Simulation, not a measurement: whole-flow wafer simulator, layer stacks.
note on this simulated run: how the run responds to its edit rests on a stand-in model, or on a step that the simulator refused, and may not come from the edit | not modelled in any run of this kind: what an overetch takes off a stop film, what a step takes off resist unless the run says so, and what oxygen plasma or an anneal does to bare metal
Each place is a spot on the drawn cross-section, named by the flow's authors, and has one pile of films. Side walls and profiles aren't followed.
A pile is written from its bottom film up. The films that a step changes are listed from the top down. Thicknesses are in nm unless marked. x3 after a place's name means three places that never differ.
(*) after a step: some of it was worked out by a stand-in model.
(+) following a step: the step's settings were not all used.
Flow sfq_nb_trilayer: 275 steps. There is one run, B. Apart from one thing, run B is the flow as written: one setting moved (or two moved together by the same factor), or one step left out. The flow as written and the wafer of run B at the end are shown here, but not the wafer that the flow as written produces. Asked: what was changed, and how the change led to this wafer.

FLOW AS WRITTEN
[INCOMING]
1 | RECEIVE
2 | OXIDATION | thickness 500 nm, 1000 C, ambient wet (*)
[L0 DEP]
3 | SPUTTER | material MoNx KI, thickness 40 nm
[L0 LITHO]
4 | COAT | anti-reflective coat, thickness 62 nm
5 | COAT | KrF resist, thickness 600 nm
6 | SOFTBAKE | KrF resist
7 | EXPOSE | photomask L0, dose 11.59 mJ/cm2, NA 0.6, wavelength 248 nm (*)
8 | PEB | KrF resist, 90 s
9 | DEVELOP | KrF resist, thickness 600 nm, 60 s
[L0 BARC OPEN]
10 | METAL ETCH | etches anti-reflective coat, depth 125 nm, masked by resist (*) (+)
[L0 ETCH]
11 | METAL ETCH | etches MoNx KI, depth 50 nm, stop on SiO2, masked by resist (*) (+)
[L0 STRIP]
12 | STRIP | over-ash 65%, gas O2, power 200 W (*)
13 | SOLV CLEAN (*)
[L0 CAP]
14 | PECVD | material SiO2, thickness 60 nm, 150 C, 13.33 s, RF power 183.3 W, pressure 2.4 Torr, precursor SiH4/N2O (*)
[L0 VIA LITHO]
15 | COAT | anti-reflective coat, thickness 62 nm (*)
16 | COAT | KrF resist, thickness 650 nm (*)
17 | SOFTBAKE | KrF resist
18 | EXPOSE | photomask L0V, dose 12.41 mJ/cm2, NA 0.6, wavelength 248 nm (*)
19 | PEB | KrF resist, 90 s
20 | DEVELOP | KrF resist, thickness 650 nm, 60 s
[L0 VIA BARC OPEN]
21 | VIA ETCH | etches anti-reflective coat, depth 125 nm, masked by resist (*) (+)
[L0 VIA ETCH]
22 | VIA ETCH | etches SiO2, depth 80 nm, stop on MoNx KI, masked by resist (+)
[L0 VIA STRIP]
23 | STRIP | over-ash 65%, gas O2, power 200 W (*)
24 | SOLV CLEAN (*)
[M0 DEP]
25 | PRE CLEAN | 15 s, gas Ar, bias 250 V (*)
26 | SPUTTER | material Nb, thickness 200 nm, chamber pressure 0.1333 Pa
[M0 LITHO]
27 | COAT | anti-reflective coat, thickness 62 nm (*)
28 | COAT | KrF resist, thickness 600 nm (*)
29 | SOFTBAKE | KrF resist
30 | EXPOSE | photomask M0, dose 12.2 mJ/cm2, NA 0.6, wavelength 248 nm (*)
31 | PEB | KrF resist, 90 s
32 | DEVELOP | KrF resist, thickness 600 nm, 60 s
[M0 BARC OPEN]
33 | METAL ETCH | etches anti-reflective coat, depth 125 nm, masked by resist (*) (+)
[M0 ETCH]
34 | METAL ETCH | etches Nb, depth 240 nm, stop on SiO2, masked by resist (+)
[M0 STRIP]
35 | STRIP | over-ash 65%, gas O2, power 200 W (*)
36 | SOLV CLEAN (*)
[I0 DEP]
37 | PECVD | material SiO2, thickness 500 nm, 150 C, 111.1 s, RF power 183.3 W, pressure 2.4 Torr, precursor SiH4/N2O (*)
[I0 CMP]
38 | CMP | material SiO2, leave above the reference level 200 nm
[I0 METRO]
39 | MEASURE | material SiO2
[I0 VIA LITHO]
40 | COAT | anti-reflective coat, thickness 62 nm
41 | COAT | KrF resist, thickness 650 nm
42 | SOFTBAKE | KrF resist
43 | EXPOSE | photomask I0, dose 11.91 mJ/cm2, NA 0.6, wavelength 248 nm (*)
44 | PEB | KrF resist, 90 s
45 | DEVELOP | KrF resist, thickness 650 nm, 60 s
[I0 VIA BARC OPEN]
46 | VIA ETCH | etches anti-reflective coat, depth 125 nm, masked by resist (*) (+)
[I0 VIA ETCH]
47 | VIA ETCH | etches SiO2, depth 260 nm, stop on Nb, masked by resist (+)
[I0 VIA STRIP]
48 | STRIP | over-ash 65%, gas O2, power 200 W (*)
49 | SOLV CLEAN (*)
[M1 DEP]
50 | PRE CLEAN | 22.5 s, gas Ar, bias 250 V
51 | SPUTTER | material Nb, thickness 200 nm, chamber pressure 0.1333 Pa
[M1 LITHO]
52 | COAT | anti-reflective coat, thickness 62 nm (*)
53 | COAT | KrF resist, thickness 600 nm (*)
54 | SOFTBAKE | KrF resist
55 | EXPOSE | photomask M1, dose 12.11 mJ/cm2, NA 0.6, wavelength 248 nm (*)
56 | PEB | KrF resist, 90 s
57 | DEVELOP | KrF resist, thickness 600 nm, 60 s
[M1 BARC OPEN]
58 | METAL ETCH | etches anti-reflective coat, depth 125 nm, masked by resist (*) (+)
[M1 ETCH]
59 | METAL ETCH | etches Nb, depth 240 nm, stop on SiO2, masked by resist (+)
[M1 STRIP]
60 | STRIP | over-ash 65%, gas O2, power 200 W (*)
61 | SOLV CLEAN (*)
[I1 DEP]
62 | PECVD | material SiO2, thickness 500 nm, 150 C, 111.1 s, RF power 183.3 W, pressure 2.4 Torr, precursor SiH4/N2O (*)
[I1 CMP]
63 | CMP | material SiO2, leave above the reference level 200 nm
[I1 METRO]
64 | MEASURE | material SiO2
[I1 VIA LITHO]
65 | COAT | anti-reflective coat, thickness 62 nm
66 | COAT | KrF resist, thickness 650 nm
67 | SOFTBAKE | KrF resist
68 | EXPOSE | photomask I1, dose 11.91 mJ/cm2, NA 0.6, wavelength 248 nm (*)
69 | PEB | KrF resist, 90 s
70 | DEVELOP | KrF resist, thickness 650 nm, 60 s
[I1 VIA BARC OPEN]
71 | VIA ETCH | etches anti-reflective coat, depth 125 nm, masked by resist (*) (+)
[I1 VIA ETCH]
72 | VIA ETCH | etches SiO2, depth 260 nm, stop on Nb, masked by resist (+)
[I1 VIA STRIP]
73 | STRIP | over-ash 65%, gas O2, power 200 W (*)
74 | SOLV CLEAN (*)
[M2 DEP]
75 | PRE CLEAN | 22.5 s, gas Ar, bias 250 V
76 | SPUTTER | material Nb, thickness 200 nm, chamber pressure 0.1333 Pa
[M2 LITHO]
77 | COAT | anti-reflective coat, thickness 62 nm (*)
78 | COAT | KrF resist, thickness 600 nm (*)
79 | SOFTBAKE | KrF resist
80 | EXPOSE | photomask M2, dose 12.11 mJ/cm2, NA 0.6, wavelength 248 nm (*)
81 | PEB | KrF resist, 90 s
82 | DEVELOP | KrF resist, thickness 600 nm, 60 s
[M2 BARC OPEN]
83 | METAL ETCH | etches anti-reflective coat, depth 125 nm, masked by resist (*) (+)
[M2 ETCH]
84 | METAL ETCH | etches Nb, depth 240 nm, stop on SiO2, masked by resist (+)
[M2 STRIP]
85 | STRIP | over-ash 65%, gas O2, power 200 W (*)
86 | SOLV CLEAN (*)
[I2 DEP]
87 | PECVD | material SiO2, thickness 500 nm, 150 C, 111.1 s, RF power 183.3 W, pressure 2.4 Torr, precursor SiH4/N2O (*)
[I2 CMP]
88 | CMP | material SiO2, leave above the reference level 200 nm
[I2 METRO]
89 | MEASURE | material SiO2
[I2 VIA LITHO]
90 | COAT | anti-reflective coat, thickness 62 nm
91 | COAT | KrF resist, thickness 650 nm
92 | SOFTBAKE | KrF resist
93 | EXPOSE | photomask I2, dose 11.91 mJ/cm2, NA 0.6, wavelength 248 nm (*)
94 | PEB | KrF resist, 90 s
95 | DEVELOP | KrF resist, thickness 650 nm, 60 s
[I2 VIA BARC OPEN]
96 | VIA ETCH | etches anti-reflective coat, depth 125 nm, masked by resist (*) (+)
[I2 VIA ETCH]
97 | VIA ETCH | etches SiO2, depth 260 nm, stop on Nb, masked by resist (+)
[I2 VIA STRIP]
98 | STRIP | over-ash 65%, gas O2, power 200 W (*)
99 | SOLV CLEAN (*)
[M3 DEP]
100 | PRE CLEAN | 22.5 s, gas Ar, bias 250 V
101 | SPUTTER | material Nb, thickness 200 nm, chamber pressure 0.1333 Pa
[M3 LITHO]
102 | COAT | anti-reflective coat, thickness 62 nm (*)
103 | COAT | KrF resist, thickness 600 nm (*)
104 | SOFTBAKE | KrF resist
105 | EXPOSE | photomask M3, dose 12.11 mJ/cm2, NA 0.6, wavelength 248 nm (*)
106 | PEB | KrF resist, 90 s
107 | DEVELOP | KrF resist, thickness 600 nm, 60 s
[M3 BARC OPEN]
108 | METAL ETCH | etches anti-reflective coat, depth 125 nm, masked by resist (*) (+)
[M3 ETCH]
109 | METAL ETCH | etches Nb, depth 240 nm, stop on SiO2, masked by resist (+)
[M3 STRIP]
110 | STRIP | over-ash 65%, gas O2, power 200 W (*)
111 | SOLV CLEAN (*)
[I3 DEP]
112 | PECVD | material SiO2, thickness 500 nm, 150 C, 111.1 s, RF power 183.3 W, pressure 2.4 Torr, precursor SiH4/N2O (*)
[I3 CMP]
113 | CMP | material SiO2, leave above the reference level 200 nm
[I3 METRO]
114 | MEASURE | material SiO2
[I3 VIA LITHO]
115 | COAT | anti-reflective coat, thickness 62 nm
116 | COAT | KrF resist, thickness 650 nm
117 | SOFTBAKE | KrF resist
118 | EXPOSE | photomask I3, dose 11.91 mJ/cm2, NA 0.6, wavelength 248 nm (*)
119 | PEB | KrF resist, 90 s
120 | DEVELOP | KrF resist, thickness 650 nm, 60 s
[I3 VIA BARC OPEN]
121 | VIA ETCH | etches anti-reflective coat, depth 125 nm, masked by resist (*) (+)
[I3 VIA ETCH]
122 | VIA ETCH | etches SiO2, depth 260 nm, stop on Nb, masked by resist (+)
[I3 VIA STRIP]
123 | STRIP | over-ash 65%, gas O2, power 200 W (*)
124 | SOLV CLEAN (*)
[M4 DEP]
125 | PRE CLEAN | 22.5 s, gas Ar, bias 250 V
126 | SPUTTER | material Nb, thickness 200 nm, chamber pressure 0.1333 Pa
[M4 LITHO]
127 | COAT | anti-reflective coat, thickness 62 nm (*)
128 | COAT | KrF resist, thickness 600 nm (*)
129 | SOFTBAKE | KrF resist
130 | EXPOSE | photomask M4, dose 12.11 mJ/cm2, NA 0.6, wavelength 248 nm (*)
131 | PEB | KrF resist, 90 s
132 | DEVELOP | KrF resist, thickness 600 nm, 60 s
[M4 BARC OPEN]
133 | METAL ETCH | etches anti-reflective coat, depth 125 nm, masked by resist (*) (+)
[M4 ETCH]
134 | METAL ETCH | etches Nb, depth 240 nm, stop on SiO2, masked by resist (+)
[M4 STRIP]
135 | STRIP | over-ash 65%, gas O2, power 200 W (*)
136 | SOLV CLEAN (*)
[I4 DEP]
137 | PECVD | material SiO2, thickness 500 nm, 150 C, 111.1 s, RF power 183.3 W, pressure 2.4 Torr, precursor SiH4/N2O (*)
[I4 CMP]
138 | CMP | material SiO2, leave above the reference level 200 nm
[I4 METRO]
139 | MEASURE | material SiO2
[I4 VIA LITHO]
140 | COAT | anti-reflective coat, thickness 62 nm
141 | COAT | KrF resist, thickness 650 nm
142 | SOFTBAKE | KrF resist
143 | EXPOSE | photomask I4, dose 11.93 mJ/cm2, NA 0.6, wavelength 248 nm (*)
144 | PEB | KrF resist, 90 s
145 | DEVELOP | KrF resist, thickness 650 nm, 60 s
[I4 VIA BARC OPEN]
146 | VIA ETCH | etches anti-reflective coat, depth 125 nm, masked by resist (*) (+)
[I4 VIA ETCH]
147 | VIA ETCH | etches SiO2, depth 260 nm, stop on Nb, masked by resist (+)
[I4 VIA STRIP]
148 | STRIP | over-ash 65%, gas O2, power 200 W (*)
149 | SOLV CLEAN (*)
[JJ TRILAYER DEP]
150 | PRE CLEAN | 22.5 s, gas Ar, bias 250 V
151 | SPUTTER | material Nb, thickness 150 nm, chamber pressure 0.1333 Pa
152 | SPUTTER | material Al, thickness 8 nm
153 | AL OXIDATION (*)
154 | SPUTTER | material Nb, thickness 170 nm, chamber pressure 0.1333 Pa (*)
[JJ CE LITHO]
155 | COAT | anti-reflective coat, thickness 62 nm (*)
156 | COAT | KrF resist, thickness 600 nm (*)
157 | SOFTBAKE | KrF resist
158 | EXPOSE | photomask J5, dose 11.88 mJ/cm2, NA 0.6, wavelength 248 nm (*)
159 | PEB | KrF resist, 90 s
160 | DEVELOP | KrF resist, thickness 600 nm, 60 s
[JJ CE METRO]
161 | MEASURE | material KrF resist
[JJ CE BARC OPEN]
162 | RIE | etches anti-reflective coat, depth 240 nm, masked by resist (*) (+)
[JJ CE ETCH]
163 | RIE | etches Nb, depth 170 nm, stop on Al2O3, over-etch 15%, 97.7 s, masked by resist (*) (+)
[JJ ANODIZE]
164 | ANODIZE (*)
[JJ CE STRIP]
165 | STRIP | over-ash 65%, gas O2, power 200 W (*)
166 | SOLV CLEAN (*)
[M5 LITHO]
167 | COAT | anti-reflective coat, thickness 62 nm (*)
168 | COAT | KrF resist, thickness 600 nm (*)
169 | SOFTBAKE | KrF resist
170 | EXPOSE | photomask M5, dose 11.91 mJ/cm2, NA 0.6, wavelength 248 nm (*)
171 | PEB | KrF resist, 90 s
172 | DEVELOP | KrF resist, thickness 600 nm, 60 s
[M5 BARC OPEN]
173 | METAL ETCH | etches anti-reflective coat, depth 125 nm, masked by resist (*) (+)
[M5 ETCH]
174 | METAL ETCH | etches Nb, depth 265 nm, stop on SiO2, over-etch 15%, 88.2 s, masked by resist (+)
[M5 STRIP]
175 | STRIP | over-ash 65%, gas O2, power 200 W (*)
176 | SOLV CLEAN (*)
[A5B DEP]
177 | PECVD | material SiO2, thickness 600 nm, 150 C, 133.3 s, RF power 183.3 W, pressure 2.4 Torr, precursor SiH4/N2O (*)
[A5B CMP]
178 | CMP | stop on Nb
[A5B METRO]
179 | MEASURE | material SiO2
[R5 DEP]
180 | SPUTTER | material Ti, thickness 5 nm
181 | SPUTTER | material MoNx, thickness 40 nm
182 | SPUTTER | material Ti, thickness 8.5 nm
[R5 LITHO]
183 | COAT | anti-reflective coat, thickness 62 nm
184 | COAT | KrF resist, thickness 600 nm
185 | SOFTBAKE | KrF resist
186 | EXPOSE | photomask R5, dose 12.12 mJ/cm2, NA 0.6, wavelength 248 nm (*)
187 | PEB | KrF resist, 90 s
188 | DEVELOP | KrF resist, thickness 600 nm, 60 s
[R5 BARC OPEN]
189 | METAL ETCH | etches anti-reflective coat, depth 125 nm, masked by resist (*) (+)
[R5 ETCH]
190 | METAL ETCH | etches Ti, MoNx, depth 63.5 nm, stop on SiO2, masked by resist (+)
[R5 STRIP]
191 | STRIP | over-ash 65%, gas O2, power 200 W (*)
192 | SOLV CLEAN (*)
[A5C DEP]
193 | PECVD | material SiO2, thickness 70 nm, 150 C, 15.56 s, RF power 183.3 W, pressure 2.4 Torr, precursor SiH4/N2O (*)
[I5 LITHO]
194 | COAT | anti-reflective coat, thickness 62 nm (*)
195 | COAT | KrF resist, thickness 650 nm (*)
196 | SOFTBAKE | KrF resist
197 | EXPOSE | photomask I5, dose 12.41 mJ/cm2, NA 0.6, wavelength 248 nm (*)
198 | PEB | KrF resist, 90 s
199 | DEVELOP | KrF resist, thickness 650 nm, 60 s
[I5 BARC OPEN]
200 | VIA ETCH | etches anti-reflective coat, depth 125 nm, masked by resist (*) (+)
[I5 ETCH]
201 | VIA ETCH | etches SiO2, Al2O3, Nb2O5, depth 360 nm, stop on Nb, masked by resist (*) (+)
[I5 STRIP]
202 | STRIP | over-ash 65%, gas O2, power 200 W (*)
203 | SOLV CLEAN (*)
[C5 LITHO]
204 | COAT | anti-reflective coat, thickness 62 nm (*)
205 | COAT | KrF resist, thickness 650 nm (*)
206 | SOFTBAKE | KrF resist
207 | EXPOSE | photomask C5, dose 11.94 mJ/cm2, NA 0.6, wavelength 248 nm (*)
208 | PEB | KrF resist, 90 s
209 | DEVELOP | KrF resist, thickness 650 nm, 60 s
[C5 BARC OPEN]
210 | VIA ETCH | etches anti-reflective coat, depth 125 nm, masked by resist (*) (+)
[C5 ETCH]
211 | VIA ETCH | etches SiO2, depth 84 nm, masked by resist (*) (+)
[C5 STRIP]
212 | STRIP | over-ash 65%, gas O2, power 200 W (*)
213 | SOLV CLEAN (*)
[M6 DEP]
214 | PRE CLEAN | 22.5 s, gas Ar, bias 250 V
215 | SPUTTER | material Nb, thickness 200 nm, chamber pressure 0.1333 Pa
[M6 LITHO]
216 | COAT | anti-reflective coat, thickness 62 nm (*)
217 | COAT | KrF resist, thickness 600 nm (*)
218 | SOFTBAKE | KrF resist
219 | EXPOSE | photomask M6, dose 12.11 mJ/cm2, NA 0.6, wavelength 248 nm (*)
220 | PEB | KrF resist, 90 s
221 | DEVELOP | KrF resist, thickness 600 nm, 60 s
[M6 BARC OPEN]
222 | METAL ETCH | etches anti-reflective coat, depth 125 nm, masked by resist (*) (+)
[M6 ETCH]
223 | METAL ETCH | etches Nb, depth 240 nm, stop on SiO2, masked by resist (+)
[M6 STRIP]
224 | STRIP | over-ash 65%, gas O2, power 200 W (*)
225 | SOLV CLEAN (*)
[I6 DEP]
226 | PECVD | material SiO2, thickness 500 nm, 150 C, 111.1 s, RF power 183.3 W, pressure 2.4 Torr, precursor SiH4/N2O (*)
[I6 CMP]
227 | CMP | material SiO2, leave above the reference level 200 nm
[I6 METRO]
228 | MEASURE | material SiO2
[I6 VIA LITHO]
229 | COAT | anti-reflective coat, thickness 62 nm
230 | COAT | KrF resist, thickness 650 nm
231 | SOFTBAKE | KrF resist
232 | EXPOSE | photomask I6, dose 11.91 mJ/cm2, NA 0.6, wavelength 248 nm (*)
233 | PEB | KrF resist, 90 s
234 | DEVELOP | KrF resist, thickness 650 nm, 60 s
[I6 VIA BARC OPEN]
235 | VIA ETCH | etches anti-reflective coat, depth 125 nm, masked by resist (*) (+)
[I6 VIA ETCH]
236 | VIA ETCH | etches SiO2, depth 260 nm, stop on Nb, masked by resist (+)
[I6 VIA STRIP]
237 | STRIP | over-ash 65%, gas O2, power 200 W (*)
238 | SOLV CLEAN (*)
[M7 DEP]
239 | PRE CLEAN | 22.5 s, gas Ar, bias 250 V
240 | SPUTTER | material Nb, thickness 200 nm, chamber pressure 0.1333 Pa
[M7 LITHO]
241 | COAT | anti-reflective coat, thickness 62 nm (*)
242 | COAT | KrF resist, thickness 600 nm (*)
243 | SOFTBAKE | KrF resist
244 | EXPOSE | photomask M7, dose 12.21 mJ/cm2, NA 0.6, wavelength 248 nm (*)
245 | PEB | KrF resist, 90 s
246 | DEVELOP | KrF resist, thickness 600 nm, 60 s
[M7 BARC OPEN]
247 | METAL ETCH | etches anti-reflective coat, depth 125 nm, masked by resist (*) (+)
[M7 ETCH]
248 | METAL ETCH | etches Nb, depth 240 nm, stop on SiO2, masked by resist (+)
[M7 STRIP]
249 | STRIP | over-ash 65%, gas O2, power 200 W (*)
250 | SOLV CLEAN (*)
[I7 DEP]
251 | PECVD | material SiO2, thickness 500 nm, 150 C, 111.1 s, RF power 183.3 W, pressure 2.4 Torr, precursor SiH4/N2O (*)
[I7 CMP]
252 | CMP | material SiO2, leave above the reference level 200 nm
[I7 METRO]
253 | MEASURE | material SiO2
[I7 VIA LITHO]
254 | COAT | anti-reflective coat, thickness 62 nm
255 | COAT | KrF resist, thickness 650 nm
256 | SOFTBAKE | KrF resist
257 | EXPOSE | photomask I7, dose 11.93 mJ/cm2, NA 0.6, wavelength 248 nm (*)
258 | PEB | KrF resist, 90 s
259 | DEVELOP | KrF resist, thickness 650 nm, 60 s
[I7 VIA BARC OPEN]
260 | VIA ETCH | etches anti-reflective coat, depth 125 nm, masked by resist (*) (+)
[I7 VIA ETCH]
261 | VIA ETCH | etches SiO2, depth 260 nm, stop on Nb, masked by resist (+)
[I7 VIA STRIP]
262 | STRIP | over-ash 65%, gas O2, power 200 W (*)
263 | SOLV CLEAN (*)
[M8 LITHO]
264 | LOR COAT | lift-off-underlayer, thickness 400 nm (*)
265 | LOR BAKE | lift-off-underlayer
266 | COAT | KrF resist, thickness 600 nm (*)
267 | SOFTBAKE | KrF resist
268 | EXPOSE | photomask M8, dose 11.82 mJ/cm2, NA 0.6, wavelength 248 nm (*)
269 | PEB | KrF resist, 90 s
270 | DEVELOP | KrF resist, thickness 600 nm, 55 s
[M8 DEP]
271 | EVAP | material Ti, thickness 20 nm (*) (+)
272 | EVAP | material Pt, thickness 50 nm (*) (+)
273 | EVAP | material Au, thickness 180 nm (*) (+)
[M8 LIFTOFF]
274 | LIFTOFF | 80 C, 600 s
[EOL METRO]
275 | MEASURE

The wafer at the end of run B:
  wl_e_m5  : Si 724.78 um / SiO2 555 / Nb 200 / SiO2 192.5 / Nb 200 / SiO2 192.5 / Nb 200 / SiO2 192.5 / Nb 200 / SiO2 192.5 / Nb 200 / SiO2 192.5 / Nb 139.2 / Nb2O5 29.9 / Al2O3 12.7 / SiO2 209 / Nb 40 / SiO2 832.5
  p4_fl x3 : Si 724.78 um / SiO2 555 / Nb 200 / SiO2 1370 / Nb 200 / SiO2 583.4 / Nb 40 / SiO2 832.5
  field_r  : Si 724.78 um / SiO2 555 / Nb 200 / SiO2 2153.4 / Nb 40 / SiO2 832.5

Cause: step 215, SPUTTER: thickness 280 nm was run, though the flow has thickness 200 nm.

Step by step, how the change led to this:
  215 | SPUTTER | material Nb, thickness 200 nm, chamber pressure 0.1333 Pa
      field_l, v_sur, via_wl and 100 more: +280 Nb (new film) (as written it would have been: +200 Nb (new film))
      be: +205.1 Nb (as written it would have been: +147.3 Nb)
      (also at 2 further places)
  216 | COAT | anti-reflective coat, thickness 62 nm (*)
      be: +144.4 anti-reflective coat (new film) (as written it would have been: +136.7 anti-reflective coat (new film))
  223 | METAL ETCH | etches Nb, depth 240 nm, stop on SiO2, masked by resist (+)
      field_l, gap, moat and 76 more: -240 Nb (as written it would have been: -200 Nb (all of it))
  224 | STRIP | over-ash 65%, gas O2, power 200 W (*)
      be: -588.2 KrF resist (all of it), -144.4 anti-reflective coat (all of it) (as written it would have been: -575.8 KrF resist (all of it), -136.7 anti-reflective coat (all of it))
  226 | PECVD | material SiO2, thickness 500 nm, 150 C, 111.1 s, RF power 183.3 W, pressure 2.4 Torr, precursor SiH4/N2O (*)
      field_l, p4_fl x3, p4_w1 x9 and 52 more: +500 SiO2 (new film) (as written it would have been: +500 SiO2)
      moat, field_r, lsp_l, ln_m5, lsp_m: +492.3 SiO2 (new film) (as written it would have been: +493.6 SiO2)
      (also at 10 further places)
  227 | CMP | material SiO2, leave above the reference level 200 nm
      field_l, p4_fl x3, p4_w1 x9 and 49 more: -60 SiO2 (as written it would have been: -100 SiO2)
      moat, field_r, lsp_l, ln_m5, lsp_m: -52.3 SiO2 (as written it would have been: -93.6 SiO2)
      (also at 9 further places)
With metal films that touch counted as one body, wl_e_m5 has 7 bodies (between them, from the top down: SiO2 209 / Al2O3 12.7 / Nb2O5 29.9; SiO2 192.5; SiO2 192.5; SiO2 192.5; SiO2 192.5; SiO2 192.5); the flow as written gives 6 bodies (between them, from the top down: SiO2 192.5; SiO2 192.5; SiO2 192.5; SiO2 192.5; SiO2 192.5).
With metal films that touch counted as one body, p4_fl x3 has 3 bodies (between them, from the top down: SiO2 583.4; SiO2 1370); the flow as written gives 2 bodies (between them, from the top down: SiO2 1370).
With metal films that touch counted as one body, field_r has 2 bodies (between them, from the top down: SiO2 2153.4); the flow as written gives 1 body.
